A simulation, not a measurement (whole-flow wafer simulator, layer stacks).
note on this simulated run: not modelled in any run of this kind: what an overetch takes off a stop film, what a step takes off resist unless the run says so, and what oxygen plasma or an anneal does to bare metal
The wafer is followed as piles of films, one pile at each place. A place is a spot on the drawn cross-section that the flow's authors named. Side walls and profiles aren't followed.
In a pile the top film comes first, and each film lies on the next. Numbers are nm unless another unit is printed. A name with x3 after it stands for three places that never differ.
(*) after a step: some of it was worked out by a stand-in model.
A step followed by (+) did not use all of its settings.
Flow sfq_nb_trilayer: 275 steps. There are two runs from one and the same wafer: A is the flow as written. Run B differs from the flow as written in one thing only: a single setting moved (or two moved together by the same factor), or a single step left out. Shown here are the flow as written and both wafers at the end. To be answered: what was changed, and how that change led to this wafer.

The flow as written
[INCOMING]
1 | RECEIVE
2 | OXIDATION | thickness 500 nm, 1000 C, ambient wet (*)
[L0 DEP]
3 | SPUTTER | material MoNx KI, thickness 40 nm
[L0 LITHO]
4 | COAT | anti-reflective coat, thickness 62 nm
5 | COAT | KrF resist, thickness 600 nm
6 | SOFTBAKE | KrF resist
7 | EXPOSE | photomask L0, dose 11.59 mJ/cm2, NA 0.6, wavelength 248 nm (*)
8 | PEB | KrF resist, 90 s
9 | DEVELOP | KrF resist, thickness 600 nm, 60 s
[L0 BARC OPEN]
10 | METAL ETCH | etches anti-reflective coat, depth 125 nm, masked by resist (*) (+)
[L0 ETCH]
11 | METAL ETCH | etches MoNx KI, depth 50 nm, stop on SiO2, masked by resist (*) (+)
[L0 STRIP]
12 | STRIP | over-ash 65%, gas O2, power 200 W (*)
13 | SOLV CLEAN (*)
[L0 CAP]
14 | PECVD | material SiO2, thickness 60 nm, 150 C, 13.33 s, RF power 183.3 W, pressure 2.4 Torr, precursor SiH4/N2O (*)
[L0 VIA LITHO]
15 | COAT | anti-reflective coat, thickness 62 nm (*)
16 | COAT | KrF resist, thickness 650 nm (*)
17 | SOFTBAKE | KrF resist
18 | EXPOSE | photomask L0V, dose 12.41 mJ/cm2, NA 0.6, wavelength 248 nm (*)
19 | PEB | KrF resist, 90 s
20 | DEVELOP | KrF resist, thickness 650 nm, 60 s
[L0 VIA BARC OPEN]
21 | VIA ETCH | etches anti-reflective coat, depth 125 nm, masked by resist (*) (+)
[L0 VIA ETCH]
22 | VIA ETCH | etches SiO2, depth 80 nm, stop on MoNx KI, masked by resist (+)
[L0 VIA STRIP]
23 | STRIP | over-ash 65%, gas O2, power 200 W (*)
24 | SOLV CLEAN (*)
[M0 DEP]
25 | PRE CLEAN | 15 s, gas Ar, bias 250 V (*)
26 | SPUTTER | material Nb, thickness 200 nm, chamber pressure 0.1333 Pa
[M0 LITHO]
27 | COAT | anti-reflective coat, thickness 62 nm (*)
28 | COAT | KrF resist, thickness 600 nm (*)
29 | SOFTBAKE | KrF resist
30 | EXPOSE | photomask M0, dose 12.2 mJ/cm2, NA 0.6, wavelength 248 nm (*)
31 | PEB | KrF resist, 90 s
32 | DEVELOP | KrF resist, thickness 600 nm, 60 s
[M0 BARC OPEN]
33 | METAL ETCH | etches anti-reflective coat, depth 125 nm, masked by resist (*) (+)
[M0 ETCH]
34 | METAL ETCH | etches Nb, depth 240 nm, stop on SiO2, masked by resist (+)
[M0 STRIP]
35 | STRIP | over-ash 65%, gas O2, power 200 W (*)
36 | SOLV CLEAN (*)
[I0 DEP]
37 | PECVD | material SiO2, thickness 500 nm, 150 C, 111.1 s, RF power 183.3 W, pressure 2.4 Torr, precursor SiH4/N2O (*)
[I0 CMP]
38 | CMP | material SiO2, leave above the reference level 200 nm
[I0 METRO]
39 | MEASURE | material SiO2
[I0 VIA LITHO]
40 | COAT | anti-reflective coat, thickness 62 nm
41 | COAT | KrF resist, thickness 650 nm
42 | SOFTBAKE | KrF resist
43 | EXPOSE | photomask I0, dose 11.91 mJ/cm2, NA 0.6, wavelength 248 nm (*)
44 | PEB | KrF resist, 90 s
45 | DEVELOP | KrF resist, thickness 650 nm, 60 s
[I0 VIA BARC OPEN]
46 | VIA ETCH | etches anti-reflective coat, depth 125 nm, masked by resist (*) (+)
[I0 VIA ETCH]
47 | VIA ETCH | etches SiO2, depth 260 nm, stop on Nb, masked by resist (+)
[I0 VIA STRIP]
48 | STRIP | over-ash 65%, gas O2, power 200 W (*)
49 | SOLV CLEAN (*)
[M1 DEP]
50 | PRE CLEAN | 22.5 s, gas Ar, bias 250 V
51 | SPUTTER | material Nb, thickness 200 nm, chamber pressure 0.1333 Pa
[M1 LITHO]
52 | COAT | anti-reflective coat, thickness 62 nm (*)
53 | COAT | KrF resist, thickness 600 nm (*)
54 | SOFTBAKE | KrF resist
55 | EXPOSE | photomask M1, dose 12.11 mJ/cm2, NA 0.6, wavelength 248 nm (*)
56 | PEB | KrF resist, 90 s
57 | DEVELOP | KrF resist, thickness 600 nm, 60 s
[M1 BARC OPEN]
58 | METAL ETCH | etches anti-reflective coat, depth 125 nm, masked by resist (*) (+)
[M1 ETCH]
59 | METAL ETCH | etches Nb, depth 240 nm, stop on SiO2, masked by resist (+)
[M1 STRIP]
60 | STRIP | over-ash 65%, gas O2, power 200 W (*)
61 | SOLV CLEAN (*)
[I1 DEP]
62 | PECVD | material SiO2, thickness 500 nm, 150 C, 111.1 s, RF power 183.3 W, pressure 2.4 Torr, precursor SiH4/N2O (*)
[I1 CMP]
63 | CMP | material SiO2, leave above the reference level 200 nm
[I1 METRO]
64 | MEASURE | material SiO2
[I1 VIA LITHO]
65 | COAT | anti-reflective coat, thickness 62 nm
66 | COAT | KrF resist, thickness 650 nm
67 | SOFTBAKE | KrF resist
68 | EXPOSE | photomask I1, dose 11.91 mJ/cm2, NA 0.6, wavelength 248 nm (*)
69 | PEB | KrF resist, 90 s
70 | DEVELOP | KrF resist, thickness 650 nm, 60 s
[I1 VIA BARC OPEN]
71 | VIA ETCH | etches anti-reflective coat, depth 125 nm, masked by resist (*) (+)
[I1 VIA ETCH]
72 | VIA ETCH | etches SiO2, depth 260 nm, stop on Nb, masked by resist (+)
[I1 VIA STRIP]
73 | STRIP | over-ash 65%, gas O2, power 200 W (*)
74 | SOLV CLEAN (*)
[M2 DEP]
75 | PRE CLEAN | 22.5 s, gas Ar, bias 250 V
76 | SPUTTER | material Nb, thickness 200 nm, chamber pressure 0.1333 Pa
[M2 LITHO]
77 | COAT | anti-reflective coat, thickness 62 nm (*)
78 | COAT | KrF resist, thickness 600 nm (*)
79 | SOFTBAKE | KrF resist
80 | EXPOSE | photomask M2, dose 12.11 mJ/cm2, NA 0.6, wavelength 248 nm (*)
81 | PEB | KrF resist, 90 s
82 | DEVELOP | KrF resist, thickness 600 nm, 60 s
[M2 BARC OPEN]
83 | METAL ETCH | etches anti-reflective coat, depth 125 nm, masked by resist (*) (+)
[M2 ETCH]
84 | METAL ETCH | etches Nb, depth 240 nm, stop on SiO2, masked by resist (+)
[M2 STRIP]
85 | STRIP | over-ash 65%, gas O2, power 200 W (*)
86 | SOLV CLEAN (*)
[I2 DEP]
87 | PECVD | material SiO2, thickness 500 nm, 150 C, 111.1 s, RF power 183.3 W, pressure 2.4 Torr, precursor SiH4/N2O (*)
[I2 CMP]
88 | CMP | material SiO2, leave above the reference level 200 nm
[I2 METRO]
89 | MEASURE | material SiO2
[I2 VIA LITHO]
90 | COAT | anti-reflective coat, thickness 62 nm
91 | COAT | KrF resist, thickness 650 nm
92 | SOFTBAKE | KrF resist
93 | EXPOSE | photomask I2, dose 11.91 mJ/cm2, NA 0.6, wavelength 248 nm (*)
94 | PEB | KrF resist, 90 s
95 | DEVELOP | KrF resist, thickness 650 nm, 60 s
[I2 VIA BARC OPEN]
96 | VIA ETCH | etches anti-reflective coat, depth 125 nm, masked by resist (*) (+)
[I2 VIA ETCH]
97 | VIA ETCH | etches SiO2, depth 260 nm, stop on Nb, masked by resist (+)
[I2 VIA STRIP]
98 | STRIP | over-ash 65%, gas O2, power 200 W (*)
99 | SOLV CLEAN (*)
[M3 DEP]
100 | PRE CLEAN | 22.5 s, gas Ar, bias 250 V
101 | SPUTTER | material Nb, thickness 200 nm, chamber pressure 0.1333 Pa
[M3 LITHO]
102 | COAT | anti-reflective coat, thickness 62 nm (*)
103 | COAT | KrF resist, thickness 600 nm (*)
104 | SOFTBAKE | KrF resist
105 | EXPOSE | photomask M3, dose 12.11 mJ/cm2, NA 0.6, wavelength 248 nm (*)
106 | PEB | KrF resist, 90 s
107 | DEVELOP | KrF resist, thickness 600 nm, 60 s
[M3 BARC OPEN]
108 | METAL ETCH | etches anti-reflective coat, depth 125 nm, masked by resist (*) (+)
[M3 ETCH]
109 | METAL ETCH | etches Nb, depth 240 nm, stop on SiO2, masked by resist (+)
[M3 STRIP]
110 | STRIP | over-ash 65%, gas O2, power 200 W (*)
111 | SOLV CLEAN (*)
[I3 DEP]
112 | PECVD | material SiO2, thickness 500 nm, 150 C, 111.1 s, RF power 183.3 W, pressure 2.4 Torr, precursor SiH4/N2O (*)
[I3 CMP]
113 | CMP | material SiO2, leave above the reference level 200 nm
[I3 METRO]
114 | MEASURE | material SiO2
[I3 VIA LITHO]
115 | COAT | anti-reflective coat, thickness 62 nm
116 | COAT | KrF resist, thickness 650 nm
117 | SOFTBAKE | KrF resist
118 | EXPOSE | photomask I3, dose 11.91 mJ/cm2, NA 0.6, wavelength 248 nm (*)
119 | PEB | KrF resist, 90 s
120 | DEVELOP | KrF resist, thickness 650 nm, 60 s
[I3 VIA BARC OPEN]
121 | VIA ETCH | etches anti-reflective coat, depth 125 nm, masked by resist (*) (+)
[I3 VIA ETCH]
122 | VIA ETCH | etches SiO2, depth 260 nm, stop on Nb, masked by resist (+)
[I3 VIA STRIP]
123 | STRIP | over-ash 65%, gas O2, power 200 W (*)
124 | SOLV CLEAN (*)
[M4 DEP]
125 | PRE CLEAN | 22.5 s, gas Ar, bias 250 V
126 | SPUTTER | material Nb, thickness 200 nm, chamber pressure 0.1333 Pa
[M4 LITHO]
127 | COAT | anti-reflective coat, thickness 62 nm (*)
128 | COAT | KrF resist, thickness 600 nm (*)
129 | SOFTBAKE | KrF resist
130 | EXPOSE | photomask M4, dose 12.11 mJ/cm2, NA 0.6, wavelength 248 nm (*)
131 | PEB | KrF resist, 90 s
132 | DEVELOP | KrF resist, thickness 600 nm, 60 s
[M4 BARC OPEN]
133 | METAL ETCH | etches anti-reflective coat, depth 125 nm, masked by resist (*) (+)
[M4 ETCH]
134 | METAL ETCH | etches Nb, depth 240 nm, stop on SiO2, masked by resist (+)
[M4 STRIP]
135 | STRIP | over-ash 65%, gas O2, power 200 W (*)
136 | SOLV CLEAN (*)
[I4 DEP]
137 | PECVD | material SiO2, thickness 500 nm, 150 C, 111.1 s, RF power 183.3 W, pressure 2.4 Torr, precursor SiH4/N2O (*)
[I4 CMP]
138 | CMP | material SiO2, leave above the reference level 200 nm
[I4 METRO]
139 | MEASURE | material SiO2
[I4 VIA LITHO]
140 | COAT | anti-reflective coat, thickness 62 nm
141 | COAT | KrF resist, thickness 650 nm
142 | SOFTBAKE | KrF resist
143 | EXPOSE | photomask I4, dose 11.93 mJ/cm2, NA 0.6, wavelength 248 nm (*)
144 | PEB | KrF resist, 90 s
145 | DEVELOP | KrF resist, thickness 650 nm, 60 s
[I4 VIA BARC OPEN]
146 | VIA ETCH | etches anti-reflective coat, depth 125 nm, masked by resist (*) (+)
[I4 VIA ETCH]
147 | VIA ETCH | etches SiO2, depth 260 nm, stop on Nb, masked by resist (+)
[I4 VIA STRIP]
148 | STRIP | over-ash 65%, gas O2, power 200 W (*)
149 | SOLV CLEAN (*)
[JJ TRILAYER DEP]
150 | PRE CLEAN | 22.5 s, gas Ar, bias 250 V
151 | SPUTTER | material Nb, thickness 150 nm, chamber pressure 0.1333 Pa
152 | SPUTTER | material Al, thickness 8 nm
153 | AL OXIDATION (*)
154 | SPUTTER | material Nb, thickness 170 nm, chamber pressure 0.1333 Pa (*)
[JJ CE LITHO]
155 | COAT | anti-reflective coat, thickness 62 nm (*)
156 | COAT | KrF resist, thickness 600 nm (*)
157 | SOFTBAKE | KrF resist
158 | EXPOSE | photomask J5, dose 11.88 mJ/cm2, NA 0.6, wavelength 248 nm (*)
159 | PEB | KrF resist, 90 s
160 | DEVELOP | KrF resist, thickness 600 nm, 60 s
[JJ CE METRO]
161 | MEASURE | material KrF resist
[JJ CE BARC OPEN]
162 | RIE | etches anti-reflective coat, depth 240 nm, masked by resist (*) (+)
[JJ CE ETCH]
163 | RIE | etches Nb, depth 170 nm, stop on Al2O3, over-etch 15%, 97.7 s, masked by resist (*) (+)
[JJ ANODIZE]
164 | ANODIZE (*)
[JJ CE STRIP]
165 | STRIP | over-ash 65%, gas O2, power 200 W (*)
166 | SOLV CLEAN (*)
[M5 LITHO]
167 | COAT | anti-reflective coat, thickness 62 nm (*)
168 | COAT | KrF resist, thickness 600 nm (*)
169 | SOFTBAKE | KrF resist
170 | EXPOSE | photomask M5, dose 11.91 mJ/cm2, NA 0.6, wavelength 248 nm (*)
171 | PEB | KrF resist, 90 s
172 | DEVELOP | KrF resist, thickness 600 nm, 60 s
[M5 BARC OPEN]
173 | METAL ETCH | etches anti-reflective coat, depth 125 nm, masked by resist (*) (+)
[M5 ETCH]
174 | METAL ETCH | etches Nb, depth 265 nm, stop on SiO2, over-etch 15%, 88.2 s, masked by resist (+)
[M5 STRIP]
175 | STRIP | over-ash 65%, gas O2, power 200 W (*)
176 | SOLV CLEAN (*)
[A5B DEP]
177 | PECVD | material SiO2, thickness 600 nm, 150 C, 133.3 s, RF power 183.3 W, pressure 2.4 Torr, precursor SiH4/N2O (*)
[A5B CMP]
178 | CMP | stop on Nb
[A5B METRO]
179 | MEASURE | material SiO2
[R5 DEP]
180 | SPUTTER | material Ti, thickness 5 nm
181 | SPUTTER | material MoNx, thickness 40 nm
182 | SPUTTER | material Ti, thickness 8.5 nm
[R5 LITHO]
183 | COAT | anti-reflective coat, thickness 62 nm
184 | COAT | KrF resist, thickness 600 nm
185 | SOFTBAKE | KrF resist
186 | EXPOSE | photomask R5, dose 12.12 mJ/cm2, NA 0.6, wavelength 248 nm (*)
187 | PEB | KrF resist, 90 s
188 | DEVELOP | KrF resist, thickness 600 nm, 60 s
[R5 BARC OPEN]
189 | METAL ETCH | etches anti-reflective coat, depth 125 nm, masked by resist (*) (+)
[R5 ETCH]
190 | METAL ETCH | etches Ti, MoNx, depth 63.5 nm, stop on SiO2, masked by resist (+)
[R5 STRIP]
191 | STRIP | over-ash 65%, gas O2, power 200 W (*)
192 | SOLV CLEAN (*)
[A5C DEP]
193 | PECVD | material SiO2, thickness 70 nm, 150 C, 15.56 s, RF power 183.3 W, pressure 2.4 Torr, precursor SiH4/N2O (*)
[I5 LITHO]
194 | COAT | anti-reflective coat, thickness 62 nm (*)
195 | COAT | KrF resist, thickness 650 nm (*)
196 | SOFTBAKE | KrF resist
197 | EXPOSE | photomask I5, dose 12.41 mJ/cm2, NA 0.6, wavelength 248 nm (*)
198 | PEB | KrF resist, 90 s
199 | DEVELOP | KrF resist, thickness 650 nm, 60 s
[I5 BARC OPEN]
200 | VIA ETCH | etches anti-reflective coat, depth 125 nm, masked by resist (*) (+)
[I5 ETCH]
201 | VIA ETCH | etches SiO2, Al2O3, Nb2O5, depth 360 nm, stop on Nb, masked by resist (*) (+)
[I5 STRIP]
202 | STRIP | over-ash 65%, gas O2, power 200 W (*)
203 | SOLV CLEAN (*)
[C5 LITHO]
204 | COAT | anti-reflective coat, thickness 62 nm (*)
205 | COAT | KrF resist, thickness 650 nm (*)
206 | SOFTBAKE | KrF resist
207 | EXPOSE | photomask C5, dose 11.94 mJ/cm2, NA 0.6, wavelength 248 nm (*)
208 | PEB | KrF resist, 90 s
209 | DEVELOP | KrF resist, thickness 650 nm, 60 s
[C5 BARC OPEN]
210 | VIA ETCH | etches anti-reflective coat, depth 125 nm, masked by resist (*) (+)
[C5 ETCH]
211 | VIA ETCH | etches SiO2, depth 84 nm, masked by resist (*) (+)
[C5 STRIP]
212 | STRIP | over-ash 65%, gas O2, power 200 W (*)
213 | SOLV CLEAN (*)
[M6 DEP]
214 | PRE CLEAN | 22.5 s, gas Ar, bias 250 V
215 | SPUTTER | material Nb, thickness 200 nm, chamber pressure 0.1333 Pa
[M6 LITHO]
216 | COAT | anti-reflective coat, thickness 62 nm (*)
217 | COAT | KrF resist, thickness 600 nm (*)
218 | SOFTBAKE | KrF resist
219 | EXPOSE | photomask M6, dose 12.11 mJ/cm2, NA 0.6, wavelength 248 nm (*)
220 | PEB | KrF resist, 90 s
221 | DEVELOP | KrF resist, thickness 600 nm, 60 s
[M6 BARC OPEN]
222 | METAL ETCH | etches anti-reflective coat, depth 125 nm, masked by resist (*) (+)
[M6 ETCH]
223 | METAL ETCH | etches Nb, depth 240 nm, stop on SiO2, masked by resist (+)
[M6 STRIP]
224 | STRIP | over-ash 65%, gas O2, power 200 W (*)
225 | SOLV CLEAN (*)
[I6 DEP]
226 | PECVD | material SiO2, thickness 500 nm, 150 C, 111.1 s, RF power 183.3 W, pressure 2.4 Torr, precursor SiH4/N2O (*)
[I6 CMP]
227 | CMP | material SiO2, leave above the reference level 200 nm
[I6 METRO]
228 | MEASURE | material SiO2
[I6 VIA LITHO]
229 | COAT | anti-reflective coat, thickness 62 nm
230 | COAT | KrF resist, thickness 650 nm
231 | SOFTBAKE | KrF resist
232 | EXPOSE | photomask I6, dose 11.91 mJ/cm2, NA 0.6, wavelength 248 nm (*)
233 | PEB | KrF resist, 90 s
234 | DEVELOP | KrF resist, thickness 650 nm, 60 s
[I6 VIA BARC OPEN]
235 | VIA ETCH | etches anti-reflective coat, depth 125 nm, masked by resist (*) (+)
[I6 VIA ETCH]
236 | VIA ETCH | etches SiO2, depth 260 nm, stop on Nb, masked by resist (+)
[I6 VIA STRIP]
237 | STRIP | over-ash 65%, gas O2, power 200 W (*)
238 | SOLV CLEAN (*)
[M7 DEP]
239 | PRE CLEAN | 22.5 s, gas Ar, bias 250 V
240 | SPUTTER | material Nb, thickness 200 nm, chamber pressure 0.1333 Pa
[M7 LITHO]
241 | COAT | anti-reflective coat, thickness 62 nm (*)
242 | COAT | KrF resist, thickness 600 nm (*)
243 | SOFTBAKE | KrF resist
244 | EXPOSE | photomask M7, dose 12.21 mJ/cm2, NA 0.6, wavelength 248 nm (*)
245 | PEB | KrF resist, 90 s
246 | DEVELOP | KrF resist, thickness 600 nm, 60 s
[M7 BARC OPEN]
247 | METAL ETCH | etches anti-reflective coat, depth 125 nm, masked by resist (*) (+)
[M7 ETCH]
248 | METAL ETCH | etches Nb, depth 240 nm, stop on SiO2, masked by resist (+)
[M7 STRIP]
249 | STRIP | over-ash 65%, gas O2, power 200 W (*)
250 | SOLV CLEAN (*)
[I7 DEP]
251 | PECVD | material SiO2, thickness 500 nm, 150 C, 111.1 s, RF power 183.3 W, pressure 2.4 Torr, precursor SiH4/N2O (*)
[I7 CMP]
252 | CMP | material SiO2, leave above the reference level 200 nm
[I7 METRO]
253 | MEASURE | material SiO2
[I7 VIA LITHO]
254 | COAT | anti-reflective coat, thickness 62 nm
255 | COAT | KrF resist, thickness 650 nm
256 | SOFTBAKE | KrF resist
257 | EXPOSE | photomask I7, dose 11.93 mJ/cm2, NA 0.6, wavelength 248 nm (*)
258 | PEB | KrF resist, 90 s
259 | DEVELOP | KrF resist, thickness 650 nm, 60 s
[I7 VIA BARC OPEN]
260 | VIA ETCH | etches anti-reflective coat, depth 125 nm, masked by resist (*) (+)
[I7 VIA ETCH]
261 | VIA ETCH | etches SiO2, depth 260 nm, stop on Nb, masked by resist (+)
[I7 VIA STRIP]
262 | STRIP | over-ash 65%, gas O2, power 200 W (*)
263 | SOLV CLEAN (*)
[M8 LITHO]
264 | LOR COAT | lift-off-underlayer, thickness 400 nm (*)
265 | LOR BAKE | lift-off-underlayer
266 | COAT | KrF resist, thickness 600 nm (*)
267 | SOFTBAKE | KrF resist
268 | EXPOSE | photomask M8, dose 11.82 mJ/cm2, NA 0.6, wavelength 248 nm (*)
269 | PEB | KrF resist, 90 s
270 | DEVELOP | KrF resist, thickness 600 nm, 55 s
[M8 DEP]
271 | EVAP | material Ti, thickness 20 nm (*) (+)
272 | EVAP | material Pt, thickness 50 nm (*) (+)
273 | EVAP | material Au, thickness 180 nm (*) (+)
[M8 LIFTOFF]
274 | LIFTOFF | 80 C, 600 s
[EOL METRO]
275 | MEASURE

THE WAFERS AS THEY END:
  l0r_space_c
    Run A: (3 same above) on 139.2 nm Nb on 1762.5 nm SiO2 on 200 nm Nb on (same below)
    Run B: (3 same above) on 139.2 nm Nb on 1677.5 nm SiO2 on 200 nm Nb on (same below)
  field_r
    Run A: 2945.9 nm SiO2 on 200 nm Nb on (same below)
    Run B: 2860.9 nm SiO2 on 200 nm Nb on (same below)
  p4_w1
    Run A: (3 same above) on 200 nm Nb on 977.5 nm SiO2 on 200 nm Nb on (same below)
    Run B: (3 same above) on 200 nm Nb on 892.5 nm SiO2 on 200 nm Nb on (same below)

What caused this: step 88, CMP: leave above the reference level 115 nm was run, whereas the flow has leave above the reference level 200 nm.

The path from the change to this, step by step:
  88 | CMP | material SiO2, leave above the reference level 200 nm
      field_l, be, be_sur and 81 more: A -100 SiO2 | B -185 SiO2
      v_sur, via_wl, via_w and 18 more: A -300 SiO2 | B -385 SiO2
      (and at 1 other place as well)
  97 | VIA ETCH | etches SiO2, depth 260 nm, stop on Nb, masked by resist (+)
      field_l, v_sur, via_wl and 102 more: A -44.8 KrF resist | B -29.7 KrF resist
      via_w: A -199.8 SiO2 (all of it) | B -114.8 SiO2 (all of it)
  98 | STRIP | over-ash 65%, gas O2, power 200 W (*)
      field_l, v_sur, via_wl and 102 more: A -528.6 KrF resist (all of it), -62 anti-reflective coat (all of it) | B -543.7 KrF resist (all of it), -62 anti-reflective coat (all of it)
  101 | SPUTTER | material Nb, thickness 200 nm, chamber pressure 0.1333 Pa
      via_w: A +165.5 Nb | B +184.4 Nb
  102 | COAT | anti-reflective coat, thickness 62 nm (*)
      via_wl, via_wr: A +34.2 anti-reflective coat (new film) | B +38.3 anti-reflective coat (new film)
      via_w: A +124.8 anti-reflective coat (new film) | B +105.2 anti-reflective coat (new film)
  103 | COAT | KrF resist, thickness 600 nm (*)
      via_w: A +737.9 KrF resist (new film) | B +667.7 KrF resist (new film)
  110 | STRIP | over-ash 65%, gas O2, power 200 W (*)
      via_wl, via_wr: A -384.2 KrF resist (all of it), -34.2 anti-reflective coat (all of it) | B -391 KrF resist (all of it), -38.3 anti-reflective coat (all of it)
      v_sur: A -365.3 KrF resist (all of it), -61.1 anti-reflective coat (all of it) | B -373.3 KrF resist (all of it), -60.4 anti-reflective coat (all of it)
      (and at 1 other place as well)
  112 | PECVD | material SiO2, thickness 500 nm, 150 C, 111.1 s, RF power 183.3 W, pressure 2.4 Torr, precursor SiH4/N2O (*)
      via_w: A +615 SiO2 (new film) | B +500 SiO2 (new film)
  113 | CMP | material SiO2, leave above the reference level 200 nm
      via_w: A -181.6 SiO2 | B -170.4 SiO2
